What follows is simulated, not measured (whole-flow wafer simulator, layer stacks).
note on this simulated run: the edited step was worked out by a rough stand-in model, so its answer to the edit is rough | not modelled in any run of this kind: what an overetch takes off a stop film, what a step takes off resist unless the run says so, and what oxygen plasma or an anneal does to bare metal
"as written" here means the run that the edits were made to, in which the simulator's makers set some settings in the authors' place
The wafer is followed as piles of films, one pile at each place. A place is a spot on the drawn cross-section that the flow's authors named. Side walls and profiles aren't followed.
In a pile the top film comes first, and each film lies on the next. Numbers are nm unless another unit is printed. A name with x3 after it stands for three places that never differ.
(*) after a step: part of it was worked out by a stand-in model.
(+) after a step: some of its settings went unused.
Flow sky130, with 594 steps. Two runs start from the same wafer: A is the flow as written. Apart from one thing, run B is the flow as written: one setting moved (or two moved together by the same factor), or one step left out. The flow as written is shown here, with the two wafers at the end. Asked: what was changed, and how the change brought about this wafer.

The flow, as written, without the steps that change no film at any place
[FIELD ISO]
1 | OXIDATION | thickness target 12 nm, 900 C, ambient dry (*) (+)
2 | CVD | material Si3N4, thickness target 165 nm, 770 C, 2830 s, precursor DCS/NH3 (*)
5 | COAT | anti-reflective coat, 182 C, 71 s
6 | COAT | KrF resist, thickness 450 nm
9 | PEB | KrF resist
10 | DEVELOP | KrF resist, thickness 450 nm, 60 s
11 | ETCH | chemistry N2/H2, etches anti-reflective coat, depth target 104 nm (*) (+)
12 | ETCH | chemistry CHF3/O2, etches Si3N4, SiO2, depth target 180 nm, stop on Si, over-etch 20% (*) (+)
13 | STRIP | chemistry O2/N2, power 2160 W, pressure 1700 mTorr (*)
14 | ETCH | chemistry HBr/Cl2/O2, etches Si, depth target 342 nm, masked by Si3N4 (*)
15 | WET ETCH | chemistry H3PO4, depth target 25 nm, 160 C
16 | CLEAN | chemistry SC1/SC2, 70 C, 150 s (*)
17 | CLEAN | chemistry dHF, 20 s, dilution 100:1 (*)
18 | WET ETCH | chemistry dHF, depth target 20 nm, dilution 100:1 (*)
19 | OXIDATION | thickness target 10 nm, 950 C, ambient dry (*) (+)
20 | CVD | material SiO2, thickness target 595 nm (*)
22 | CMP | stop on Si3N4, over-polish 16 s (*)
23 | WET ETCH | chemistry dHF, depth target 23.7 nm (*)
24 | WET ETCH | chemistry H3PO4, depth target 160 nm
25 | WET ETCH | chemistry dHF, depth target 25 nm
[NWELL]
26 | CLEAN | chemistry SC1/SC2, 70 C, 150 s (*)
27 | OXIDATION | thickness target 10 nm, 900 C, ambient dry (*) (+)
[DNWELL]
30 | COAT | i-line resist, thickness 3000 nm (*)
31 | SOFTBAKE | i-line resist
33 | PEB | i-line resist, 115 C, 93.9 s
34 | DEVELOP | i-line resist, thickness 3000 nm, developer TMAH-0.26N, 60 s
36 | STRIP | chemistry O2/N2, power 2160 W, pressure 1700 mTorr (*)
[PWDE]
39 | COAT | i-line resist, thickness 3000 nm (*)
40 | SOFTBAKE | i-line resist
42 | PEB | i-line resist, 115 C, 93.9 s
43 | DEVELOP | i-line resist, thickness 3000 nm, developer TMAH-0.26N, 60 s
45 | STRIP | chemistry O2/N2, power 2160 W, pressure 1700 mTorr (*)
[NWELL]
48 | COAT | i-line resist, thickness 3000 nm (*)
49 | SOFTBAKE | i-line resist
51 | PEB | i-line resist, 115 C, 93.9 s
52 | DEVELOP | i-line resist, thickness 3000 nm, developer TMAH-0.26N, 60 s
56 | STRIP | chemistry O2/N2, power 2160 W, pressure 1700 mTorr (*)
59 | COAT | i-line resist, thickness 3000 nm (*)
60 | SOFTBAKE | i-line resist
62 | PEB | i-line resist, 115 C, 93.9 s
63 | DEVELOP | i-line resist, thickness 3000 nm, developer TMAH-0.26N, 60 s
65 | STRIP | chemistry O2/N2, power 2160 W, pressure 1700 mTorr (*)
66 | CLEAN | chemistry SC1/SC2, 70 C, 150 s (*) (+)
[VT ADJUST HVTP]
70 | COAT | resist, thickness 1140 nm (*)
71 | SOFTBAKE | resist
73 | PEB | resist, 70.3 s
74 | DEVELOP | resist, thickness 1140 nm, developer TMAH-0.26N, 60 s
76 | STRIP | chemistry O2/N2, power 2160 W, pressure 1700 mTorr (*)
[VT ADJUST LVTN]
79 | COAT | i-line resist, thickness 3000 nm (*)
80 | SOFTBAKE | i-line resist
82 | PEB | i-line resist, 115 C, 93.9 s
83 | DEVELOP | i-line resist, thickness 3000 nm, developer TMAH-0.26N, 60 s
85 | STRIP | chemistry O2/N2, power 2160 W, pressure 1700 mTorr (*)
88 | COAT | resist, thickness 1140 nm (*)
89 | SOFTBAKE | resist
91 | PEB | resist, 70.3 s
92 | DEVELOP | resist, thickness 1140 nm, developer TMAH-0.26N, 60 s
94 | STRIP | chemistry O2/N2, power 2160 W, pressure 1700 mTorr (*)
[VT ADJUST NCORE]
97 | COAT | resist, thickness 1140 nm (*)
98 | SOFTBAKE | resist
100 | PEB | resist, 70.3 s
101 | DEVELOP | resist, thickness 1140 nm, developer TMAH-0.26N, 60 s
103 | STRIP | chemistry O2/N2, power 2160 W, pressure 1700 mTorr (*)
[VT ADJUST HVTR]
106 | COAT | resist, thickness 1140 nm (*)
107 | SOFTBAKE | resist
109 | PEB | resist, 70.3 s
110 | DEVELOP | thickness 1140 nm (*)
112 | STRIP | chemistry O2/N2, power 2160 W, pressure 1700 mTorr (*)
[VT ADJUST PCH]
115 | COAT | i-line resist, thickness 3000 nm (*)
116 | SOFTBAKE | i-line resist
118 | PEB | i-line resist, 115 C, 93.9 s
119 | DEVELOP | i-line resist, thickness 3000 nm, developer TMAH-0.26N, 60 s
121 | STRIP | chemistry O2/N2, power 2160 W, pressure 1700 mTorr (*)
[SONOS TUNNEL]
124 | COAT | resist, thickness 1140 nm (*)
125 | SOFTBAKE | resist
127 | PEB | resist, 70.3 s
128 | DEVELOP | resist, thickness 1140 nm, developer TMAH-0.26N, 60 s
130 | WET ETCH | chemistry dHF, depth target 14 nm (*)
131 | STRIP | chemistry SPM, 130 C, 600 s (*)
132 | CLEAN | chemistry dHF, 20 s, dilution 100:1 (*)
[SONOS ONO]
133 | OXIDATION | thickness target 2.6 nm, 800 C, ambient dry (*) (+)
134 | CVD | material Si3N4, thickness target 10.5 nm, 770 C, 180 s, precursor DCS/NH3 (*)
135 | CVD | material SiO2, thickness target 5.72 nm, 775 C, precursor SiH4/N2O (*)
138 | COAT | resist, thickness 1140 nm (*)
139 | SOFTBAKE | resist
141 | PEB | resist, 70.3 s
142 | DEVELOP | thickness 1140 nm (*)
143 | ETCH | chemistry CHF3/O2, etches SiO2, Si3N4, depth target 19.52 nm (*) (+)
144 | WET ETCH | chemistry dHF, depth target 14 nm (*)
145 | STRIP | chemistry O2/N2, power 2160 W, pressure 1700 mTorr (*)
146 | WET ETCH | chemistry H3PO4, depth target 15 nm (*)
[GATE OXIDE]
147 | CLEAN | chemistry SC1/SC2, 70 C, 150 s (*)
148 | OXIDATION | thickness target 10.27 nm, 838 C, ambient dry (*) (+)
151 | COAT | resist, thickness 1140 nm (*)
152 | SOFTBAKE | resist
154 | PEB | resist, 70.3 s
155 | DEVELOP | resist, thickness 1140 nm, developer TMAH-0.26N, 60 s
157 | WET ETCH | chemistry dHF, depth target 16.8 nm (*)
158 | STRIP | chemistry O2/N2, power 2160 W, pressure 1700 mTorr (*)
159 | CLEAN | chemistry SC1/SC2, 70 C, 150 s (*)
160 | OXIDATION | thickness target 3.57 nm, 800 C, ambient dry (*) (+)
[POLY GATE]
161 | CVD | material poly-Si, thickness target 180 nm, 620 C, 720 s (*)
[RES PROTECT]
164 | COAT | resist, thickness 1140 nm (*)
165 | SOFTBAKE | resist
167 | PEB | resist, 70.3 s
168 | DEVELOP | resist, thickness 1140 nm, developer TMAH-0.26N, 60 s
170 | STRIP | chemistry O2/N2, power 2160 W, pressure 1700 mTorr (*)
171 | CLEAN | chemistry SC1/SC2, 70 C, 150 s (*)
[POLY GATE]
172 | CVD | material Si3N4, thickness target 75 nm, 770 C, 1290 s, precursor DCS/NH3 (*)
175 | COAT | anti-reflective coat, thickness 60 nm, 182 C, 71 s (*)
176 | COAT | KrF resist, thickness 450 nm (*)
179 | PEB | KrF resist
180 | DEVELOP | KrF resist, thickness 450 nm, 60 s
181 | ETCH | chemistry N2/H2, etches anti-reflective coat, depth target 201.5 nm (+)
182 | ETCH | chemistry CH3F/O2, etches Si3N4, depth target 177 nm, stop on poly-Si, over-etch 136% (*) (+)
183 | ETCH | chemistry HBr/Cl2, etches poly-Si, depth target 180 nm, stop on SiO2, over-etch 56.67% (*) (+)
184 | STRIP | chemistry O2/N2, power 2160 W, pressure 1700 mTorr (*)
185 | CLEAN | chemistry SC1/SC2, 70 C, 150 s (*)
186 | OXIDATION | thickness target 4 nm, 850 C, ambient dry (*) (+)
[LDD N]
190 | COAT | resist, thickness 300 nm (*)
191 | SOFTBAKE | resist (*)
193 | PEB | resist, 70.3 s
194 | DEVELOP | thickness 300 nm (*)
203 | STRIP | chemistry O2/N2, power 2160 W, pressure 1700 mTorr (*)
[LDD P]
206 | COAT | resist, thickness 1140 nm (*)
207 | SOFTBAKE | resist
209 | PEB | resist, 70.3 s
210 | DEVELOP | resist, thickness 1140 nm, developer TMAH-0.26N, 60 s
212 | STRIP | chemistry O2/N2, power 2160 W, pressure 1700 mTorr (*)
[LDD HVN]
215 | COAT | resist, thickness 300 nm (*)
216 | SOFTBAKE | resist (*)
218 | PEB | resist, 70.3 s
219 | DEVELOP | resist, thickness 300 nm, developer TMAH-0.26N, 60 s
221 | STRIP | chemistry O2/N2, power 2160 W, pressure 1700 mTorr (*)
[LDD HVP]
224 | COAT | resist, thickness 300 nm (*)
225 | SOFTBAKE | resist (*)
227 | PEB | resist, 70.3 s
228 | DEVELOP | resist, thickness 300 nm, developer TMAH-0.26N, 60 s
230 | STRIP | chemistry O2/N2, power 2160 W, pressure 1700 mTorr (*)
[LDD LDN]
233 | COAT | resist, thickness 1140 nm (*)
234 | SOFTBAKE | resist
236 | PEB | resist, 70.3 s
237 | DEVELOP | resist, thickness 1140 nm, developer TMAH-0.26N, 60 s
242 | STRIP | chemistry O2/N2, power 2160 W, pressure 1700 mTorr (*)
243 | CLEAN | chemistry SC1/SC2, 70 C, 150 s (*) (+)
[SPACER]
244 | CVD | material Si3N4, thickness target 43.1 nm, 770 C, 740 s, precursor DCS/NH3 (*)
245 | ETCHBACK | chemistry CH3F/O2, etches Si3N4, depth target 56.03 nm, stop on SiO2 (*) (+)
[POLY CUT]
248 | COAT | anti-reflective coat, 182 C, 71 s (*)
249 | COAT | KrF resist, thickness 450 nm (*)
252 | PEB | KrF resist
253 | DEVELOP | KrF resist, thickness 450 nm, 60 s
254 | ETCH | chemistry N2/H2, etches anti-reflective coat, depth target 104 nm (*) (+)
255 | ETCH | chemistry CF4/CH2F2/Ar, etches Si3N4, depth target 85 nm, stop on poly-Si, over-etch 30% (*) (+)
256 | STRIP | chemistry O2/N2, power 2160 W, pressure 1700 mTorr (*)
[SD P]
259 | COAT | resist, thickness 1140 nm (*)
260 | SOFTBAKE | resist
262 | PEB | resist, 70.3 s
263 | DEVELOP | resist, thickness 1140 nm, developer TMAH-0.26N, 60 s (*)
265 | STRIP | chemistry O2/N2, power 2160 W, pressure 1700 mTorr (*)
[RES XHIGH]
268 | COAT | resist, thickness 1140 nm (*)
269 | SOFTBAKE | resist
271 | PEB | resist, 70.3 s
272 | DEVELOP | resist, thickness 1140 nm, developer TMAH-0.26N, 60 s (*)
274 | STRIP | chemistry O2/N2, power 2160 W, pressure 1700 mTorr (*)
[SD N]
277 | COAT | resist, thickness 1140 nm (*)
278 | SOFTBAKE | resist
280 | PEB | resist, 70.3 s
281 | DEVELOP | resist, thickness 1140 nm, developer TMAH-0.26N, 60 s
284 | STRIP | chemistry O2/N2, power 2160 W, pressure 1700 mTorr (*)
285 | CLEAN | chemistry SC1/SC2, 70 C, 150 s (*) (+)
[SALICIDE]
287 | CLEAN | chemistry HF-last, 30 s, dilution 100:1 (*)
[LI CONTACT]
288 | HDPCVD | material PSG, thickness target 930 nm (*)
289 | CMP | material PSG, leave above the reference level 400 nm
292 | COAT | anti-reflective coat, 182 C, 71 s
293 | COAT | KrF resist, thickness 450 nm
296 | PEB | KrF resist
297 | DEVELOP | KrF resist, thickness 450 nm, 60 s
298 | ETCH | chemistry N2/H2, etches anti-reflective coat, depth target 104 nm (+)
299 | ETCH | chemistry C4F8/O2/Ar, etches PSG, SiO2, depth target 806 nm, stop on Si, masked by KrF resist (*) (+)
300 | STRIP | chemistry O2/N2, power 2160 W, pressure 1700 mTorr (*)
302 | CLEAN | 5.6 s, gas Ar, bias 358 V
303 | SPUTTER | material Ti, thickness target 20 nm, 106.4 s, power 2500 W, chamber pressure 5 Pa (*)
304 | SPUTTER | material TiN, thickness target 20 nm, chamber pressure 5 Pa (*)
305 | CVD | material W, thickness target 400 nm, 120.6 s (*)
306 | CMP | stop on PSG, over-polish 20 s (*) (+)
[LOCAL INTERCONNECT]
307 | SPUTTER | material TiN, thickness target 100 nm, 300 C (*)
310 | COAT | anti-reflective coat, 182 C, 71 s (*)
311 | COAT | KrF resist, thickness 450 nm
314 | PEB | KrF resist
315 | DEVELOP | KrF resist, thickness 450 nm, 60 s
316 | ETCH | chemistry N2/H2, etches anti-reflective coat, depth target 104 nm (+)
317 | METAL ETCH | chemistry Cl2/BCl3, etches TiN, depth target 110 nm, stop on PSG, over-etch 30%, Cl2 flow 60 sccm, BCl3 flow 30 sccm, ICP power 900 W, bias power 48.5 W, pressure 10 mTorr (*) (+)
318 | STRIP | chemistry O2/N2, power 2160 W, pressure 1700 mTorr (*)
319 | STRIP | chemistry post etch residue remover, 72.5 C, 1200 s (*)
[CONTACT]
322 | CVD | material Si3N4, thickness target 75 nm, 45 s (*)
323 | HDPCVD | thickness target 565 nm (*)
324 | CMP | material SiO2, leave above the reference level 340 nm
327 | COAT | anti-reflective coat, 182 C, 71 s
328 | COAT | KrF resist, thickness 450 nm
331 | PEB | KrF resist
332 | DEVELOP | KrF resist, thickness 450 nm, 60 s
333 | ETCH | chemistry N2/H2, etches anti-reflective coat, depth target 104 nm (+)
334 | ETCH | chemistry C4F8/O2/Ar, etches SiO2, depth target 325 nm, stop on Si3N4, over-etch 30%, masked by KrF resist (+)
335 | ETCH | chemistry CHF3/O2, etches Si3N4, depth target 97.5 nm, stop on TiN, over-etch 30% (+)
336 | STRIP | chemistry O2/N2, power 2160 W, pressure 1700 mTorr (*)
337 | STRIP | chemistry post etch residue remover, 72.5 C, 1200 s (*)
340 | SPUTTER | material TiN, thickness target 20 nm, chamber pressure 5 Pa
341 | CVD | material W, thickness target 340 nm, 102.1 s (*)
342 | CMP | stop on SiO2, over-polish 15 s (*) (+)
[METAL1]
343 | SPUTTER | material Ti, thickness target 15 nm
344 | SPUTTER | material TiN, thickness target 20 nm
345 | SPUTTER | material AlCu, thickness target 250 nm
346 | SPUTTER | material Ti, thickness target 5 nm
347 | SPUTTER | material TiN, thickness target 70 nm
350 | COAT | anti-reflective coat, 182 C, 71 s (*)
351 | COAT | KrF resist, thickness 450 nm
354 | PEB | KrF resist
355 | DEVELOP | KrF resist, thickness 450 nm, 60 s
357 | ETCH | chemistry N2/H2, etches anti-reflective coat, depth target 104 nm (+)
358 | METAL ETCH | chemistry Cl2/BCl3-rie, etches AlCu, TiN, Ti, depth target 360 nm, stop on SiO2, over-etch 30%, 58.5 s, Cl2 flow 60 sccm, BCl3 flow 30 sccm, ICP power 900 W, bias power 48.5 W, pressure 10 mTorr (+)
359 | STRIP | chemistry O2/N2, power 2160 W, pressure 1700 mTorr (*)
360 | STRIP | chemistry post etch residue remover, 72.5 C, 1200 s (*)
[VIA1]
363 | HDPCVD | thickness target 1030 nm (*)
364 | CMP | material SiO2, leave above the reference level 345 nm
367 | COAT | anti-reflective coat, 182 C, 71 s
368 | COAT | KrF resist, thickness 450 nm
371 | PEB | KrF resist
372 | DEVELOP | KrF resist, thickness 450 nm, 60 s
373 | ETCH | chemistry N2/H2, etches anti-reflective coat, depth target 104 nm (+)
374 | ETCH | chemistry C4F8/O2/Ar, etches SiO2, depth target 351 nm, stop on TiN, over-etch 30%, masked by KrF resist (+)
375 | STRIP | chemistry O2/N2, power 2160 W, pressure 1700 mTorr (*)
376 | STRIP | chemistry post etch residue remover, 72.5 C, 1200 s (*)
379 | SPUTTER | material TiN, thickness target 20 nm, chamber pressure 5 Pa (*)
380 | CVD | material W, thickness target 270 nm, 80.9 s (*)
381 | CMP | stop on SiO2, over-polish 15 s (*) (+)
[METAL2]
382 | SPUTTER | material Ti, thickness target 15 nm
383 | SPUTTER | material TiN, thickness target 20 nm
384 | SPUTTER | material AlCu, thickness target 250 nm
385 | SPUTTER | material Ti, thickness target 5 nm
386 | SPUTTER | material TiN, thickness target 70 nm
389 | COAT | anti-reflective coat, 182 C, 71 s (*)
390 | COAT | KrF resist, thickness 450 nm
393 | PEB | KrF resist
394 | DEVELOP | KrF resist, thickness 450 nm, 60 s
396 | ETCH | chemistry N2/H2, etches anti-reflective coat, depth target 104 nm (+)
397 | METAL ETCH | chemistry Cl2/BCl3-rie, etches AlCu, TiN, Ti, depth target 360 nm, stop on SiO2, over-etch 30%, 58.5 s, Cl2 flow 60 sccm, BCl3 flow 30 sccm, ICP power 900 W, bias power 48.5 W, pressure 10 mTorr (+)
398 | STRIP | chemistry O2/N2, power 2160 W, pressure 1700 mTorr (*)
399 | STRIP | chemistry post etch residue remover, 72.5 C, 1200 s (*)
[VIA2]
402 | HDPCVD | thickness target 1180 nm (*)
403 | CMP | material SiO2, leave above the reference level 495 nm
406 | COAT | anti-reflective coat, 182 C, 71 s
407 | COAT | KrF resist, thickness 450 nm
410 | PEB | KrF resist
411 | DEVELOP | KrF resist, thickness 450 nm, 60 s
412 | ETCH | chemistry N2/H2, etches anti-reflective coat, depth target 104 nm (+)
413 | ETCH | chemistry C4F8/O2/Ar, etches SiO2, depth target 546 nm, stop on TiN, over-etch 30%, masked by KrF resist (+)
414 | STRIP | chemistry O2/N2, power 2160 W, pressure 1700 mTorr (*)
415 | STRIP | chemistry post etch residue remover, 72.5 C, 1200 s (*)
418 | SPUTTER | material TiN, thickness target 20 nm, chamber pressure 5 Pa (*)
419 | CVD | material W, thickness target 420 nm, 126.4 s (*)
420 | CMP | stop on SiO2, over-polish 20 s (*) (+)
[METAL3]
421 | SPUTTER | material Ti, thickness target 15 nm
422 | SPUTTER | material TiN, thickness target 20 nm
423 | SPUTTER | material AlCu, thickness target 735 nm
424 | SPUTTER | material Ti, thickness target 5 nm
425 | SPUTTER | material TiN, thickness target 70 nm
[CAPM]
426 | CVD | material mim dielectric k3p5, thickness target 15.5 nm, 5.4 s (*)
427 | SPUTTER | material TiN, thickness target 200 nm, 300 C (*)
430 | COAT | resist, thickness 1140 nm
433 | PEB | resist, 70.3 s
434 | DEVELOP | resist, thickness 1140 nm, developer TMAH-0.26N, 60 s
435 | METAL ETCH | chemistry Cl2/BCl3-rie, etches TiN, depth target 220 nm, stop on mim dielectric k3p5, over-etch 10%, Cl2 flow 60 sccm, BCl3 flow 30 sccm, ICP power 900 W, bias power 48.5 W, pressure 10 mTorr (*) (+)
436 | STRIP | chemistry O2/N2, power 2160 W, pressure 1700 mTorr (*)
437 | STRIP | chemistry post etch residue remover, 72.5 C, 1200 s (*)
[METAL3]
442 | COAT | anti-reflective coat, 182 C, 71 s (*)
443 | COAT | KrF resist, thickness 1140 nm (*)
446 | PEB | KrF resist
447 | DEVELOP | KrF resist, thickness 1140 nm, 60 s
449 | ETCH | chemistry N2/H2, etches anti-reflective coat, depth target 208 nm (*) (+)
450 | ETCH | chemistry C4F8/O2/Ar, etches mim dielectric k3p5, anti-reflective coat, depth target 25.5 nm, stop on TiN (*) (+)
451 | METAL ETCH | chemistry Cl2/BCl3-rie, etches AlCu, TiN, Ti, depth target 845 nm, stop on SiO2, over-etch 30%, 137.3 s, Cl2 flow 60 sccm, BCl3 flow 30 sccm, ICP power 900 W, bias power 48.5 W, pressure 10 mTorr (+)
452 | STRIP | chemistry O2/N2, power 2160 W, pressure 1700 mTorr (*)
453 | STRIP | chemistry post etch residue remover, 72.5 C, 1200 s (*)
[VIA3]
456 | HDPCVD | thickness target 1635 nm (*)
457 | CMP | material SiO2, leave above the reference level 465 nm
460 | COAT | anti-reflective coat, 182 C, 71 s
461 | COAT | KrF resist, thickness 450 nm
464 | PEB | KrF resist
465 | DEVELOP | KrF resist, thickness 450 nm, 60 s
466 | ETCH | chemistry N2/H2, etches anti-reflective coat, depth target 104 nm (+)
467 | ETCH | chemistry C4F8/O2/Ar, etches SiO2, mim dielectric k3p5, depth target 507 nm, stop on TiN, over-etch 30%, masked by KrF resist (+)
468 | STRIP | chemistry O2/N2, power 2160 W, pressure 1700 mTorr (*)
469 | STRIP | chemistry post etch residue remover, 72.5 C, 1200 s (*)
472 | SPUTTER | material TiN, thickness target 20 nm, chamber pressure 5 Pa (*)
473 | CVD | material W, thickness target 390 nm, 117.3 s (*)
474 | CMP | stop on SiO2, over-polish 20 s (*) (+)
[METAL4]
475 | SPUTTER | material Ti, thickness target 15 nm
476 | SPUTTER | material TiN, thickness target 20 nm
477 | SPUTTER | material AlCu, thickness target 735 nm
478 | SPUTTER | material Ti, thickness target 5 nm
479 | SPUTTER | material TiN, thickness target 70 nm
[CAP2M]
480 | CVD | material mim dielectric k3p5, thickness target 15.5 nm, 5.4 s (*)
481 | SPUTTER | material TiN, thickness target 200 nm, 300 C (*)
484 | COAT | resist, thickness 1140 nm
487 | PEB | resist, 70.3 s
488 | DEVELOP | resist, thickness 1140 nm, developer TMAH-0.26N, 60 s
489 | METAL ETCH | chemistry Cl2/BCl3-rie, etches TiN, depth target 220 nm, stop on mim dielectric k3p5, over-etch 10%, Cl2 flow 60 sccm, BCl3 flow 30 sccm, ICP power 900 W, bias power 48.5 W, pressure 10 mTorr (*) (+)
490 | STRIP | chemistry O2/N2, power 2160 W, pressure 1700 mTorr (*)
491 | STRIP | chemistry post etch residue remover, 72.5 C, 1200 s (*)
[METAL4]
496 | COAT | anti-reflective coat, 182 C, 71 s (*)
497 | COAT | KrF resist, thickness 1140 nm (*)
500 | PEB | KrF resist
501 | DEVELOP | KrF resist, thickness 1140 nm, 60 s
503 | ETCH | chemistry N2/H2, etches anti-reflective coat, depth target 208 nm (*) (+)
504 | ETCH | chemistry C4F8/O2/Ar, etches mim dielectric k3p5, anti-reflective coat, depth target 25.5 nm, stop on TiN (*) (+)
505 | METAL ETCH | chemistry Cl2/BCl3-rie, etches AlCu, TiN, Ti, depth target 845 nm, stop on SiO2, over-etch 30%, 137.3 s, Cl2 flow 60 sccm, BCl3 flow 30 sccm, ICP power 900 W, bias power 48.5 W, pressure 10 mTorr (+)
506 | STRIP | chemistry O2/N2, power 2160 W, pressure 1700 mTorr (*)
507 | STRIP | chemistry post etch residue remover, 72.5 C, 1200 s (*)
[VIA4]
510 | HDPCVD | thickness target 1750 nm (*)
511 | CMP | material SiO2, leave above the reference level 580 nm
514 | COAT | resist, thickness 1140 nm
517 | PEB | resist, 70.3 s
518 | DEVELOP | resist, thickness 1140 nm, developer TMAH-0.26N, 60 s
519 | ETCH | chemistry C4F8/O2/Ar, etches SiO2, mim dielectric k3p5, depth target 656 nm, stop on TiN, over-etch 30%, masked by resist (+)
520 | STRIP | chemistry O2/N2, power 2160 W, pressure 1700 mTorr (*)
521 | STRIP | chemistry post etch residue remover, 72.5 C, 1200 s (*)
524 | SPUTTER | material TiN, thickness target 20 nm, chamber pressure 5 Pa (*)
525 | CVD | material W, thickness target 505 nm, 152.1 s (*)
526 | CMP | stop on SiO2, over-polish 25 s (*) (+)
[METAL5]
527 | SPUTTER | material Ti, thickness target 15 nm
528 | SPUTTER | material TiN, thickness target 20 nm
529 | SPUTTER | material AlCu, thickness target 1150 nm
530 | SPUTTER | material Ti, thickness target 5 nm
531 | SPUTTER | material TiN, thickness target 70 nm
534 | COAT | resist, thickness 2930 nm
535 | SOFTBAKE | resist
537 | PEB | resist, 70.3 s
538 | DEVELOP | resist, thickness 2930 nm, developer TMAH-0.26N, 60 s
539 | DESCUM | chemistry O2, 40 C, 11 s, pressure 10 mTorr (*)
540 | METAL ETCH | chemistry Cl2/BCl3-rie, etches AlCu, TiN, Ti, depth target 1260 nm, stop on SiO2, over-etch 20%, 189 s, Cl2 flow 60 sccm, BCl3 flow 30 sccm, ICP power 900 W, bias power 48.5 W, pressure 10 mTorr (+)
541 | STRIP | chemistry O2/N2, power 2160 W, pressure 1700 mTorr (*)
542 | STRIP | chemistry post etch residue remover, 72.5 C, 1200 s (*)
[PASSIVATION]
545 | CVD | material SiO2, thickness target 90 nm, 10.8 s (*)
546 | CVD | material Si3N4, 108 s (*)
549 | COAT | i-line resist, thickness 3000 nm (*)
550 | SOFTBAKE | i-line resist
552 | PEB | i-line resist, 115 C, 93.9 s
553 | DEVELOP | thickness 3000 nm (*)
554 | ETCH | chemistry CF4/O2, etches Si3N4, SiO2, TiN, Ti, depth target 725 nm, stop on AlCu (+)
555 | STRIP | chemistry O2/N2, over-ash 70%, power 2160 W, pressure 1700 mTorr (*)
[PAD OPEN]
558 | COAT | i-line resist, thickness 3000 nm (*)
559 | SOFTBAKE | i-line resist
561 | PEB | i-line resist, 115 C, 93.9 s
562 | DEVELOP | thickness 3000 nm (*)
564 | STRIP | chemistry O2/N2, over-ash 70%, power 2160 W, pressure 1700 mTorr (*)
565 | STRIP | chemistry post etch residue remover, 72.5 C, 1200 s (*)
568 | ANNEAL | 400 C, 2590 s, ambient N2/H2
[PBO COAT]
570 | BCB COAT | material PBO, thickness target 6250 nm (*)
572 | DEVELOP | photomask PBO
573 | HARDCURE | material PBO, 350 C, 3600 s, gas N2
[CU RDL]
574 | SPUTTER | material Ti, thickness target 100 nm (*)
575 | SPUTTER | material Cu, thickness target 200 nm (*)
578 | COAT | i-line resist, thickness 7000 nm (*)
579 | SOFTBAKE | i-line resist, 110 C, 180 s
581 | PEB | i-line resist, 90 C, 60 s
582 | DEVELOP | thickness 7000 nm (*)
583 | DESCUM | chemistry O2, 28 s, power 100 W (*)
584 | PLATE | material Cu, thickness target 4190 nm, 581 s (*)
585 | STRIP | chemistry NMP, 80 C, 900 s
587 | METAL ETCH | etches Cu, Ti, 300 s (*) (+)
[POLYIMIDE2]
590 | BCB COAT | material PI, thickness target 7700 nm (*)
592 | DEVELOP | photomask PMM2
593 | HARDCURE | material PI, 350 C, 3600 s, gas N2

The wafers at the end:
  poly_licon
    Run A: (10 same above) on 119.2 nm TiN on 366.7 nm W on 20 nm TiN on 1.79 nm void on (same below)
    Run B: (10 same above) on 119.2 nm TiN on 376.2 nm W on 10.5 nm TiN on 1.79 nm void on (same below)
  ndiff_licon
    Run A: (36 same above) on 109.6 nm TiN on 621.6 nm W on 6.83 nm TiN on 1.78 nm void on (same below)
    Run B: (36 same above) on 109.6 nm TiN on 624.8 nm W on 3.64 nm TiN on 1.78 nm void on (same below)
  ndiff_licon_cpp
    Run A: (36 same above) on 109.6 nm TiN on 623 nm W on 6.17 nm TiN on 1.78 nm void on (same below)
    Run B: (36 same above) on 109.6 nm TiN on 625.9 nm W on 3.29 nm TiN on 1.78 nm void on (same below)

Cause: step 304, SPUTTER: thickness target 10.5 nm was run, while the flow as written has thickness target 20 nm.
One can read it off the wafer: poly_licon has TiN 10.5, and step 304 as written asks for 20 nm.

Step by step, how the change led to this:
  304 | SPUTTER | material TiN, thickness target 20 nm, chamber pressure 5 Pa (*)
      field, active, n_well and 185 more: A +20 TiN (new film) | B +10.5 TiN (new film)
      ndiff_licon: A +6.83 TiN (new film) | B +3.64 TiN (new film)
      (as well as at 2 more places)
  306 | CMP | stop on PSG, over-polish 20 s (*) (+)
      field, active, n_well and 184 more: A -400 W (all of it), -20 TiN (all of it), -20 Ti (all of it), -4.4 PSG | B -400 W (all of it), -10.5 TiN (all of it), -20 Ti (all of it), -4.4 PSG
      ndiff_licon, ndiff_licon_cpp, rpo_hd_licon: A -444.9 W | B -435.4 W
      (as well as at 1 more place)
